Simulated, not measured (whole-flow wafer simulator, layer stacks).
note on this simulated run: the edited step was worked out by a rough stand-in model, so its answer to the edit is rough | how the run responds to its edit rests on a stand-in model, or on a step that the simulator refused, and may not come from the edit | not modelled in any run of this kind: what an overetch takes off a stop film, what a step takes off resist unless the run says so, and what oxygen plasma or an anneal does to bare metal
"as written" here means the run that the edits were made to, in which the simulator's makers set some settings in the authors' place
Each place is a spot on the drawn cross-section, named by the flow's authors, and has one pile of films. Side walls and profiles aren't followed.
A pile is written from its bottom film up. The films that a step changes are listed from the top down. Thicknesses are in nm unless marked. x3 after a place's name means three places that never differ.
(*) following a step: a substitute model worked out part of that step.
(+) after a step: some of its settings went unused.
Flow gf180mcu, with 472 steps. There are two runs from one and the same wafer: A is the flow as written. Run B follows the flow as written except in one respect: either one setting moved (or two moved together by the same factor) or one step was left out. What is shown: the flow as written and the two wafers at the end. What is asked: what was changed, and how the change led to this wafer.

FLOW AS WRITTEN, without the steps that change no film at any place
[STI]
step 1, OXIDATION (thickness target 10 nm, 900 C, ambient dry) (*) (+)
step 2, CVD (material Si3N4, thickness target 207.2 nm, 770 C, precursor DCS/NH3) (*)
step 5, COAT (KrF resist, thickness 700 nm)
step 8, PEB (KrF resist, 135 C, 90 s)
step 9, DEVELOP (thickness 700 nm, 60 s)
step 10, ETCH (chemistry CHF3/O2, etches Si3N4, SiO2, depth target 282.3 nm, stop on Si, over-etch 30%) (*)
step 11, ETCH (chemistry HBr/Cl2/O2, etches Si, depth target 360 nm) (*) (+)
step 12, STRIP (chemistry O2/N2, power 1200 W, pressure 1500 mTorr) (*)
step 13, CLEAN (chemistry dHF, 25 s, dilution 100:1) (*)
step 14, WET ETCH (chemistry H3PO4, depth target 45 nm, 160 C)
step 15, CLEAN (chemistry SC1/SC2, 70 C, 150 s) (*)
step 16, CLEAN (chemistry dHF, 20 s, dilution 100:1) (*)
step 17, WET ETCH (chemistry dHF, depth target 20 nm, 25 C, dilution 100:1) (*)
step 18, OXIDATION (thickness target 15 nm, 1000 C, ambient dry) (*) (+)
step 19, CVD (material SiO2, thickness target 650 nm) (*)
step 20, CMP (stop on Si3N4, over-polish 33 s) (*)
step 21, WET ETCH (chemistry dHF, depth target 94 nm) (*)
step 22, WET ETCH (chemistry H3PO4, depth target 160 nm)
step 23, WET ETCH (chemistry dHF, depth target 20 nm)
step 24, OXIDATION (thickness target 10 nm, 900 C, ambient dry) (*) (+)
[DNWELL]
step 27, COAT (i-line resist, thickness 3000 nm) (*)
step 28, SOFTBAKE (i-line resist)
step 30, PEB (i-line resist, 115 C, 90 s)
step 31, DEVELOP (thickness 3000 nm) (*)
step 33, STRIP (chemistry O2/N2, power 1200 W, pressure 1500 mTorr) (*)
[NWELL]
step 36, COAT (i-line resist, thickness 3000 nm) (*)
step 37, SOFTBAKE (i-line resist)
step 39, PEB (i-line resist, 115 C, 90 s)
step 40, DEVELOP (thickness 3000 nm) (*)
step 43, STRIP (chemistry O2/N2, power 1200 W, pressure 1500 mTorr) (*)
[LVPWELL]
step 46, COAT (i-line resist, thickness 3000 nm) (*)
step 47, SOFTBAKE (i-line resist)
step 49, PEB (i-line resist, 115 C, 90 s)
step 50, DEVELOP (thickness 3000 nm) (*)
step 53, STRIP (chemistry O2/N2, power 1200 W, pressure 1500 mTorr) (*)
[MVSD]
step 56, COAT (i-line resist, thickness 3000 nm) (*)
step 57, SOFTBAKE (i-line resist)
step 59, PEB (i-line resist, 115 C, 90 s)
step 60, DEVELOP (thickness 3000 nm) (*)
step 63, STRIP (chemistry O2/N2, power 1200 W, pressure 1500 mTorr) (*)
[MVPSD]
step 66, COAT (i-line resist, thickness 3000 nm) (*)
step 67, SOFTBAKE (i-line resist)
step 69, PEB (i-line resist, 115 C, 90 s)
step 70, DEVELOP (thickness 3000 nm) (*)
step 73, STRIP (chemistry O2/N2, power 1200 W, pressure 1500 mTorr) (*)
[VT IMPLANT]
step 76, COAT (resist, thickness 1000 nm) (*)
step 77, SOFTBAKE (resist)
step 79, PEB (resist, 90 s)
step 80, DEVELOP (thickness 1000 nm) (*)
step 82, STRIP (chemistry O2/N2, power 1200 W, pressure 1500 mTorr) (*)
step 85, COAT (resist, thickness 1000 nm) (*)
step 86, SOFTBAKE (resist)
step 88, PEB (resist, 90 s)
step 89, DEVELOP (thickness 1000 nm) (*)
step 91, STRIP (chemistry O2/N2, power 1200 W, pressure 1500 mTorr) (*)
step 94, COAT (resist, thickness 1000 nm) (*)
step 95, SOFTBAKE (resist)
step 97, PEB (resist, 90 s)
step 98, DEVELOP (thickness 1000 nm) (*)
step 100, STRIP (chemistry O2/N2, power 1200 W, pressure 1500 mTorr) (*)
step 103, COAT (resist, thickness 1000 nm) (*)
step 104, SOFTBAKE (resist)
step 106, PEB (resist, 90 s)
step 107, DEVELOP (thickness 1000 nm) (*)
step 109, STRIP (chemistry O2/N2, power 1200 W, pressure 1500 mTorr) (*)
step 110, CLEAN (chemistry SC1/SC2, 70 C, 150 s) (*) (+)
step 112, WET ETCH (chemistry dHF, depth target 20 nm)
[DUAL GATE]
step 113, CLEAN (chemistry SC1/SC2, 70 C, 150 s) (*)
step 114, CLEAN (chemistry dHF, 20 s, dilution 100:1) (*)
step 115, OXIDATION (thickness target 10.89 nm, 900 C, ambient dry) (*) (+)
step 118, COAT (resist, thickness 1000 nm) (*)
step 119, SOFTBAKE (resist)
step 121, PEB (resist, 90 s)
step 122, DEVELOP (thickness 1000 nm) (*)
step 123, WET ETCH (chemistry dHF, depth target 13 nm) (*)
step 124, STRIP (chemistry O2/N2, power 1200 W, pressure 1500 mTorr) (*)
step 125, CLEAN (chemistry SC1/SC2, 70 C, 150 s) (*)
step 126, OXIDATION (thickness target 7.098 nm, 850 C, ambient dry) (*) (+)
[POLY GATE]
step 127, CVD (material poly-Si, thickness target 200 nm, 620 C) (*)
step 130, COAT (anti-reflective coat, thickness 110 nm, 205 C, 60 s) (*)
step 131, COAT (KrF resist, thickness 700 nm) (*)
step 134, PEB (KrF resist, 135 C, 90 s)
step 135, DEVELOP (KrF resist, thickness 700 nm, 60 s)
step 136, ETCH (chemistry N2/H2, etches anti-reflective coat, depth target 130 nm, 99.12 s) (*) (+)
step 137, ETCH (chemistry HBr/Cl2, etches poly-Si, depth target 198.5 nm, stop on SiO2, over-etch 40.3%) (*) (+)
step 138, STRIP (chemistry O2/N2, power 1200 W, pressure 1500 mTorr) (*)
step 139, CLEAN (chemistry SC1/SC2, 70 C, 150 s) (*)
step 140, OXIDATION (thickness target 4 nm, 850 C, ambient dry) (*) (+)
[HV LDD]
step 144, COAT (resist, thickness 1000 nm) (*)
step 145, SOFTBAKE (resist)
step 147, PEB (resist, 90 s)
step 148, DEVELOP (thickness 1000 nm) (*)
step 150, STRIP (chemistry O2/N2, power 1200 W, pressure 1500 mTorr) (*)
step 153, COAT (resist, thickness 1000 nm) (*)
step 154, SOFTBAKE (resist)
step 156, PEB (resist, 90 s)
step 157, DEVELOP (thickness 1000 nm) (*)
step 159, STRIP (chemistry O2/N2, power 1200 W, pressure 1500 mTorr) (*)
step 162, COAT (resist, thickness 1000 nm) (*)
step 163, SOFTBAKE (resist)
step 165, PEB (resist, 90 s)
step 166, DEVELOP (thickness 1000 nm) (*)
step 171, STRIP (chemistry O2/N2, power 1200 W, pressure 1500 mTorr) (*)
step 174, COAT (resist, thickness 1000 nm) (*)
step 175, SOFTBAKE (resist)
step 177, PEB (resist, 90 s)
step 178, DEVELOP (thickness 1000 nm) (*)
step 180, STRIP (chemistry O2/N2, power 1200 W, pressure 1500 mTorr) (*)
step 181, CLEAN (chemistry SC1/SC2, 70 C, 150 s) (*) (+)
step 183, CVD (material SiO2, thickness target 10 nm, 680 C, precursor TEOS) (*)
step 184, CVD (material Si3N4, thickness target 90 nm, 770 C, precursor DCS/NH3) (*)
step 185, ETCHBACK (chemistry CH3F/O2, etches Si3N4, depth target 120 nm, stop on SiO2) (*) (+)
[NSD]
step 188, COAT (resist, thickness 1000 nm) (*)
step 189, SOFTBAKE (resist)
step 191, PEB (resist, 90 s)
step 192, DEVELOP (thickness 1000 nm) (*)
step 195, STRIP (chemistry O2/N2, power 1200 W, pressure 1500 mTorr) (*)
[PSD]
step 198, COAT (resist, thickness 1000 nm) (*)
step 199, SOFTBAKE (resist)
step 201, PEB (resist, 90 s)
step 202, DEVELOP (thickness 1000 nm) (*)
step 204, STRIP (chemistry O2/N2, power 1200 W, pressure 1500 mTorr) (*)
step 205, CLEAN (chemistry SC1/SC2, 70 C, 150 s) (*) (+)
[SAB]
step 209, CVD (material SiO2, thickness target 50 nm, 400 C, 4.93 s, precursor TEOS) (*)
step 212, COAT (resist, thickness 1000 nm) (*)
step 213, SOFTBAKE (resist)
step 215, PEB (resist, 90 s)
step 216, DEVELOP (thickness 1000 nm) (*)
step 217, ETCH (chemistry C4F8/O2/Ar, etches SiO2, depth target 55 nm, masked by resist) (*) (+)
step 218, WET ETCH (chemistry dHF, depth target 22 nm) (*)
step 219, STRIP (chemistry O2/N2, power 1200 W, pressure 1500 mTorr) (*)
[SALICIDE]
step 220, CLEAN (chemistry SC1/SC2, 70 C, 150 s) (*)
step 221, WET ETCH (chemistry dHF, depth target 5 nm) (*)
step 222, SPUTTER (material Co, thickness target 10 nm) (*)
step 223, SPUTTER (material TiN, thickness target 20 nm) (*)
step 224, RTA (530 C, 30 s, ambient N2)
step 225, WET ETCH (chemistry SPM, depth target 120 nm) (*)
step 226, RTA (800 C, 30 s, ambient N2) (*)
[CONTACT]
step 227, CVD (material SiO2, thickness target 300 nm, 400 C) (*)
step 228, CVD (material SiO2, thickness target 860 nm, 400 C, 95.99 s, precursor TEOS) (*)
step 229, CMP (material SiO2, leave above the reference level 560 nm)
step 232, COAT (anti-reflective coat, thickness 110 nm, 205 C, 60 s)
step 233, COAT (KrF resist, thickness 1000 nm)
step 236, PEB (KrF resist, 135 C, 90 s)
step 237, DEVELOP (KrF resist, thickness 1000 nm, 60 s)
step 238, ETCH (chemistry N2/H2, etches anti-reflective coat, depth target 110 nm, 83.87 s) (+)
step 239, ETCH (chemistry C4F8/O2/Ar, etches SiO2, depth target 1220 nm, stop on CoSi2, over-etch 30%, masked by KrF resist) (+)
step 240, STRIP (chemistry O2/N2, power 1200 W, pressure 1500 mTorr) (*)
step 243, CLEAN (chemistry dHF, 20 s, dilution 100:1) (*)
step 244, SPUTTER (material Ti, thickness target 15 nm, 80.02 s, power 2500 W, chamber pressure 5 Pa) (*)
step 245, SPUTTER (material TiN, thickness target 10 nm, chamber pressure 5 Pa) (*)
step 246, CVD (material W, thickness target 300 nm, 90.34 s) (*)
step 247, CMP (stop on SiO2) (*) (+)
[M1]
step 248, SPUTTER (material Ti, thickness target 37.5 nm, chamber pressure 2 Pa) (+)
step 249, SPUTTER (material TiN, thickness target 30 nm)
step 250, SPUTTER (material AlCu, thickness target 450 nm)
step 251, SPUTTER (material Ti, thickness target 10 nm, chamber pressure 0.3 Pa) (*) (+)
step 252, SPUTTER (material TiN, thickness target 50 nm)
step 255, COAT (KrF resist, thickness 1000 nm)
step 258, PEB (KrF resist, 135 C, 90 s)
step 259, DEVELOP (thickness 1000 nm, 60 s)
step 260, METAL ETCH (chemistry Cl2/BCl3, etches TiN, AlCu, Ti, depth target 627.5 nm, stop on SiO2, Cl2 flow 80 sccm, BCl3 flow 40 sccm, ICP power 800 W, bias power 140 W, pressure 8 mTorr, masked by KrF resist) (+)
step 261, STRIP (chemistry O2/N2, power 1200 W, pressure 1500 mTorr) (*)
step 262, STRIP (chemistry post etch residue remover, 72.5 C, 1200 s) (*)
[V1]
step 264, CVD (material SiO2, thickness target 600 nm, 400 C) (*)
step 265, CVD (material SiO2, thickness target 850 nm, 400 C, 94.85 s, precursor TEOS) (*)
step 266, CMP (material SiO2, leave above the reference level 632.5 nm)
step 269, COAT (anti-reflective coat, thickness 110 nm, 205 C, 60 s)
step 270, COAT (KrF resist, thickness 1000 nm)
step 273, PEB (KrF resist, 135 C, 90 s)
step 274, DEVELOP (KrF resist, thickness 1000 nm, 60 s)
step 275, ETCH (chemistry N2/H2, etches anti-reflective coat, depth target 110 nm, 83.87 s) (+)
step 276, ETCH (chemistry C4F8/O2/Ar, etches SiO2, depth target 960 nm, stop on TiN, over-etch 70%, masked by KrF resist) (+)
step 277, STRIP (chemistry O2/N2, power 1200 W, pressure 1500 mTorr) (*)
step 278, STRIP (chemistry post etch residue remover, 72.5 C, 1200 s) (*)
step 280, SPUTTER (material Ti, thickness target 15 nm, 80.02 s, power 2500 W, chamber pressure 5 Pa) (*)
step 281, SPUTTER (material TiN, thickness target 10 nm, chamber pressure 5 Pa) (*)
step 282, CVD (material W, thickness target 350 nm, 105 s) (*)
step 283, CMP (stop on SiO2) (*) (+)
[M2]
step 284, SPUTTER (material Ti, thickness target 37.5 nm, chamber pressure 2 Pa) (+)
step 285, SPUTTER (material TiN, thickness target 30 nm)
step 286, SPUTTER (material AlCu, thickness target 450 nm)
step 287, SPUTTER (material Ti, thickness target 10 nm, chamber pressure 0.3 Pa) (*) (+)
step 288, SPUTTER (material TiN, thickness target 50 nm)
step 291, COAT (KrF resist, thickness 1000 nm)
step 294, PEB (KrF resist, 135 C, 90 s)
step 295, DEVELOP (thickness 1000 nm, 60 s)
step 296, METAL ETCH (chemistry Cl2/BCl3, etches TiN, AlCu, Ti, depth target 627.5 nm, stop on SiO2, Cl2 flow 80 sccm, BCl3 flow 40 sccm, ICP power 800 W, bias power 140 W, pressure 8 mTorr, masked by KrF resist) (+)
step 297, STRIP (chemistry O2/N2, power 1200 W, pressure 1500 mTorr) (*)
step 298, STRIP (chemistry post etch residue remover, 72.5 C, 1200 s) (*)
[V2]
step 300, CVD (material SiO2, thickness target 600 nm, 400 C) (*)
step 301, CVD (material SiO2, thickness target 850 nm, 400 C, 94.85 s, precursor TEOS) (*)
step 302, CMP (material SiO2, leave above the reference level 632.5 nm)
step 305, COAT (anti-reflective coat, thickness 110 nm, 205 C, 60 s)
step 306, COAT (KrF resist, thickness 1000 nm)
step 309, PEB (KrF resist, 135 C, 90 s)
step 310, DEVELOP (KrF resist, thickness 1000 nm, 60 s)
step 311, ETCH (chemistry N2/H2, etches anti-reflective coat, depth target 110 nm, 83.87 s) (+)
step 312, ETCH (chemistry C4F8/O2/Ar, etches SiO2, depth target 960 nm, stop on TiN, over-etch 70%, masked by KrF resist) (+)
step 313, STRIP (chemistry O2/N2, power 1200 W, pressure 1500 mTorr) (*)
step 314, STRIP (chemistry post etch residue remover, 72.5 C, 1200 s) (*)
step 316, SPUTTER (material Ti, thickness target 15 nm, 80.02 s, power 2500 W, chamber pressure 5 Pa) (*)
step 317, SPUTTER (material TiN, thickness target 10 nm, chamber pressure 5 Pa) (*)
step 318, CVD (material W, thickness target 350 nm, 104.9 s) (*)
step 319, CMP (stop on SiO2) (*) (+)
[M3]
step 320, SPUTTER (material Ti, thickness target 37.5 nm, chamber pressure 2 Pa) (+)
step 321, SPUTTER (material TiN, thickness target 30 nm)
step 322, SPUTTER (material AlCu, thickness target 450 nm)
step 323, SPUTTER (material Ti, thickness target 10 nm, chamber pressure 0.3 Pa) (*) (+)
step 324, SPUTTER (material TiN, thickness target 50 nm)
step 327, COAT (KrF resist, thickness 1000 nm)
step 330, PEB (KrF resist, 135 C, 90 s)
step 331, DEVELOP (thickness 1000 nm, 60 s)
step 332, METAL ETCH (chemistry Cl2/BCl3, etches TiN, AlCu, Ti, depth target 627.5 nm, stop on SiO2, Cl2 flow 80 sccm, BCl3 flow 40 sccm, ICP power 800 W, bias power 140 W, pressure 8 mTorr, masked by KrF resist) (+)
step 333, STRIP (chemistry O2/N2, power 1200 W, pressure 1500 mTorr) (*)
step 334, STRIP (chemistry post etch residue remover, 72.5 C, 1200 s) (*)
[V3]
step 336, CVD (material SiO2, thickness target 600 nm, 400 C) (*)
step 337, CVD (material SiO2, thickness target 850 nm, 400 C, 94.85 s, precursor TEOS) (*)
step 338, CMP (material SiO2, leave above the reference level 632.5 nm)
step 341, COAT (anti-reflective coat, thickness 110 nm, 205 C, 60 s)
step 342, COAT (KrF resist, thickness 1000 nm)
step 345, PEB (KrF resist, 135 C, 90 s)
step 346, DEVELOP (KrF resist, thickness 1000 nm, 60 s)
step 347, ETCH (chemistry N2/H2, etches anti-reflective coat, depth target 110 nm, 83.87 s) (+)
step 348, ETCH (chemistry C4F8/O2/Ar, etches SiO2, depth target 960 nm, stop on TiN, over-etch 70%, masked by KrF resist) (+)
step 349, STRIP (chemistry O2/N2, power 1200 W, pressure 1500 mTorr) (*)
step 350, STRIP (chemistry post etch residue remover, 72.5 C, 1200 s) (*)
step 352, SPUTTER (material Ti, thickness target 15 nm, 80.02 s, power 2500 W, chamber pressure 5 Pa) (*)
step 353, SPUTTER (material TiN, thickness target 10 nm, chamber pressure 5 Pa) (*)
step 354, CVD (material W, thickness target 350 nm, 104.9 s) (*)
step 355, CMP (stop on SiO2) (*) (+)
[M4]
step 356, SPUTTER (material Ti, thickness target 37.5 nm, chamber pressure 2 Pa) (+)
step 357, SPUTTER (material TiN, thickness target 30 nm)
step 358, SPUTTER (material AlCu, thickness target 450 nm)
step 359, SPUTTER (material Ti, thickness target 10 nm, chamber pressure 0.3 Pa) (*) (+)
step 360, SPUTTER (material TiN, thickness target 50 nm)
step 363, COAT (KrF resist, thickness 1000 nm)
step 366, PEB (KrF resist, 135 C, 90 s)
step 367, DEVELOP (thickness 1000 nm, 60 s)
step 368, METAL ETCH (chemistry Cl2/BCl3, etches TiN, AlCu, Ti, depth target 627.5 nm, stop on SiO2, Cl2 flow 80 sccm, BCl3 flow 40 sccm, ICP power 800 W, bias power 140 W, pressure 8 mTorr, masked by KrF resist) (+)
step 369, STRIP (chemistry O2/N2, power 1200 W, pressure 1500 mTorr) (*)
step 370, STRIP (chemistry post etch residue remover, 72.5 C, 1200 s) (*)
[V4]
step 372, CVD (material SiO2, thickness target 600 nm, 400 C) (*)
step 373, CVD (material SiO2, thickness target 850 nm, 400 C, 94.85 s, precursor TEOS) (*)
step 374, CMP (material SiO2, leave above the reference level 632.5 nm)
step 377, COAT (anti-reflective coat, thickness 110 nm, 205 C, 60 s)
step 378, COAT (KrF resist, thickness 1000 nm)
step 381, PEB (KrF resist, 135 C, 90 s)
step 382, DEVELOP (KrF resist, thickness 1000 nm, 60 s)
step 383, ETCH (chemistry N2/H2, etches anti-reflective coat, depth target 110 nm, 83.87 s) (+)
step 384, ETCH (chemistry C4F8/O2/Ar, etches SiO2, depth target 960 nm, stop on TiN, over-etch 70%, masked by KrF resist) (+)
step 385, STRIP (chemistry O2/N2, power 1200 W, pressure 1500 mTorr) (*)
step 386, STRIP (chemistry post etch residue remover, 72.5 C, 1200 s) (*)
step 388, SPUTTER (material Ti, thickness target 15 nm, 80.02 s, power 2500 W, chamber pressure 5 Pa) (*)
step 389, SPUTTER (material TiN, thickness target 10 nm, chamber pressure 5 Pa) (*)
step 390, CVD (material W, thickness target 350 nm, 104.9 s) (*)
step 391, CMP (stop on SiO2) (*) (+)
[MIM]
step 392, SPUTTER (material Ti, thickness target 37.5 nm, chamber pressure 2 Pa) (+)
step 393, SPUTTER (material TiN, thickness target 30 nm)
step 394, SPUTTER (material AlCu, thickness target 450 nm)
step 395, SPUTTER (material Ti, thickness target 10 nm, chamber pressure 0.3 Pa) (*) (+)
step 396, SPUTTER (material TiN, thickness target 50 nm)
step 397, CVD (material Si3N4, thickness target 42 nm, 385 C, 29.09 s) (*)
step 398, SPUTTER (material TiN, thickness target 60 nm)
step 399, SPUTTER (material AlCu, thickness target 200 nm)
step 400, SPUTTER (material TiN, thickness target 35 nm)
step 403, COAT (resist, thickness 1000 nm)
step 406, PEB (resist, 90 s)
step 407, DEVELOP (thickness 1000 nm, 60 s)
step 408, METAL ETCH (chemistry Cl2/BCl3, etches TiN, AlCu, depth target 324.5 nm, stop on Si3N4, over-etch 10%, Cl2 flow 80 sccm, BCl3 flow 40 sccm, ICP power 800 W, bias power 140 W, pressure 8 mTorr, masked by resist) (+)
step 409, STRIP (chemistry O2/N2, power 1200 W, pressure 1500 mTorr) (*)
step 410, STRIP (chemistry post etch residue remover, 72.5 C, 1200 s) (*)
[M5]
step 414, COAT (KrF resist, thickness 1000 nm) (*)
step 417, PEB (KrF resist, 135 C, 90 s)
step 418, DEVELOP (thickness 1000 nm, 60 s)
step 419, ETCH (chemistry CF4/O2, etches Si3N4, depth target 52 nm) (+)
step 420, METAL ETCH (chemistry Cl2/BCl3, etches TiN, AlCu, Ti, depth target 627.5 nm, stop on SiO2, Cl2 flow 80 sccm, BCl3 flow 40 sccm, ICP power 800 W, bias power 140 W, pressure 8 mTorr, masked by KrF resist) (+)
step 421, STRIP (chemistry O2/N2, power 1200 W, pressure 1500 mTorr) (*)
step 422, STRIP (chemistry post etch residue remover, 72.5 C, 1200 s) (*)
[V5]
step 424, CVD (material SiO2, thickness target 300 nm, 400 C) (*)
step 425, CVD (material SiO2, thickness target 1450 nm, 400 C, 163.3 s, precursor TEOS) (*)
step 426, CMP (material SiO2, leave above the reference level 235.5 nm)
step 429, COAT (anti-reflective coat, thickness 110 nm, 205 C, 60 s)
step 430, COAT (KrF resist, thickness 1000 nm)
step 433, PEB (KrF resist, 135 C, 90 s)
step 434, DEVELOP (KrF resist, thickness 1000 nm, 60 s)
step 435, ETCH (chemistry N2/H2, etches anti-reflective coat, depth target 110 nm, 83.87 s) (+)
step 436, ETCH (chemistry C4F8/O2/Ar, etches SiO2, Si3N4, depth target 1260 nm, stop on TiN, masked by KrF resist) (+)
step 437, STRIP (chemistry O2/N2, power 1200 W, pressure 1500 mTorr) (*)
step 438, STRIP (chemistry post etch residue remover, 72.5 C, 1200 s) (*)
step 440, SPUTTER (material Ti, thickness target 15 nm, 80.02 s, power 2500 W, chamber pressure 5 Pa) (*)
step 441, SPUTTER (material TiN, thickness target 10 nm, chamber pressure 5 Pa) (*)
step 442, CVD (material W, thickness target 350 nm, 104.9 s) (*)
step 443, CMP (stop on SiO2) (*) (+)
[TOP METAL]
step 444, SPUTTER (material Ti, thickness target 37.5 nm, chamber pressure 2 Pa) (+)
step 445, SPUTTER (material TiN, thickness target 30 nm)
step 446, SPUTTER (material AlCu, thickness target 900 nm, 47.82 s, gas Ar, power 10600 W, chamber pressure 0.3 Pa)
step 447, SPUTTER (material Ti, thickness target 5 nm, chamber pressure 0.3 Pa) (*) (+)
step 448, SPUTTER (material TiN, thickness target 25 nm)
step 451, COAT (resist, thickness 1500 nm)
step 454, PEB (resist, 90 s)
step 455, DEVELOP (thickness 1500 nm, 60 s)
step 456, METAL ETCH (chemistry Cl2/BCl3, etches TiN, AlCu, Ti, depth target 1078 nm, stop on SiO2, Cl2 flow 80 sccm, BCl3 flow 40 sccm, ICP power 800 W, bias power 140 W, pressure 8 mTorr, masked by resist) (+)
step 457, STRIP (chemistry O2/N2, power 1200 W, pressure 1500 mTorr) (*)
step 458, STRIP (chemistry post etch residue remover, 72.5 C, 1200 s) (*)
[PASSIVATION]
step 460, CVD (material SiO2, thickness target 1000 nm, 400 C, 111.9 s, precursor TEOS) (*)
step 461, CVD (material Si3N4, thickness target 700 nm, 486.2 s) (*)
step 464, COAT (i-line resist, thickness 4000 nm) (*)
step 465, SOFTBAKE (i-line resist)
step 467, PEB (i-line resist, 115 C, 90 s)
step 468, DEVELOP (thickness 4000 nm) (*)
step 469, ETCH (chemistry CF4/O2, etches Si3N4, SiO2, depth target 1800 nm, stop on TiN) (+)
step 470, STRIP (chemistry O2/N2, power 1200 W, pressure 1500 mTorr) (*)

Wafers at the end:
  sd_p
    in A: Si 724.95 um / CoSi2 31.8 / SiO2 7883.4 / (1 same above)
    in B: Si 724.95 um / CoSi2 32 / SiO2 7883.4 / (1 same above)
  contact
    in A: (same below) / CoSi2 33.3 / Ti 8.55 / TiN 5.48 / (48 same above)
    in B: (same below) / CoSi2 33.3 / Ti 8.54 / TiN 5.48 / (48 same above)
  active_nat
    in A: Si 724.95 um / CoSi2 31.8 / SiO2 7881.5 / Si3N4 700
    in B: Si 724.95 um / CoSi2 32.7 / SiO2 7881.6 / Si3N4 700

Cause: step 185, ETCHBACK: depth target 180 nm was run, while the flow as written has depth target 120 nm.

How this came from the change, step by step:
  step 185, ETCHBACK (chemistry CH3F/O2, etches Si3N4, depth target 120 nm, stop on SiO2) (*) (+)
      field, field__w1, field__w2 and 100 more: A -90 Si3N4 (all of it), -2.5 SiO2 | B -90 Si3N4 (all of it), -7.5 SiO2
  step 189, SOFTBAKE (resist)
      field: A +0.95 resist | B nothing
      nw_sep_fld: A +1.07 resist | B nothing
  step 199, SOFTBAKE (resist)
      field: A +0.95 resist | B nothing
      nw_sep_fld: A +1.07 resist | B nothing
  step 218, WET ETCH (chemistry dHF, depth target 22 nm) (*)
      gate, gate_hv, gate_p and 23 more: A -5.48 SiO2 (all of it) | B -0.48 SiO2 (all of it)
      active, p_well, sd_n, iso_ptap_pw, iso_ntap_nw, iso_ptap_sub, vpnp_e: A -9.01 SiO2 (all of it) | B -4.01 SiO2 (all of it)
      (as well as at 16 more places)
  step 222, SPUTTER (material Co, thickness target 10 nm) (*)
      field__w2: A +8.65 Co (new film) | B +9.26 Co (new film)
      field__w3: A +8.06 Co (new film) | B +8.86 Co (new film)
      (as well as at 3 more places)
  step 223, SPUTTER (material TiN, thickness target 20 nm) (*)
      field__w2: A +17 TiN (new film) | B +18.1 TiN (new film)
      field__w3: A +15.7 TiN (new film) | B +17.3 TiN (new film)
      (as well as at 4 more places)
  step 224, RTA (530 C, 30 s, ambient N2)
      ld_sd_n: A under 1 film: +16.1 CoSi (new film), -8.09 Co (all of it), -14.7 Si | B under 1 film: +17.1 CoSi (new film), -8.61 Co (all of it), -15.6 Si
      ld_drn_n: A under 1 film: +17.9 CoSi (new film), -9.02 Co (all of it), -16.4 Si | B under 1 film: +18.7 CoSi (new film), -9.39 Co (all of it), -17 Si
      (as well as at 2 more places)
  step 225, WET ETCH (chemistry SPM, depth target 120 nm) (*)
      field__w2: A -17 TiN (all of it), -8.65 Co (all of it) | B -18.1 TiN (all of it), -9.26 Co (all of it)
      field__w3: A -15.7 TiN (all of it), -8.06 Co (all of it) | B -17.3 TiN (all of it), -8.86 Co (all of it)
      (as well as at 4 more places)
  step 226, RTA (800 C, 30 s, ambient N2) (*)
      active_nat: A +31.8 CoSi2 (new film), -18.1 CoSi (all of it), -16.5 Si | B +32.7 CoSi2 (new film), -18.6 CoSi (all of it), -17 Si
      ld_sd_n: A +28.3 CoSi2 (new film), -16.1 CoSi (all of it), -14.7 Si | B +30.1 CoSi2 (new film), -17.1 CoSi (all of it), -15.6 Si
      (as well as at 3 more places)
  step 229, CMP (material SiO2, leave above the reference level 560 nm)
      field_sub, field_sub__w2: A -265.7 SiO2 | B -260.3 SiO2
      field__w2: A -250.1 SiO2 | B -244 SiO2
      (as well as at 6 more places)
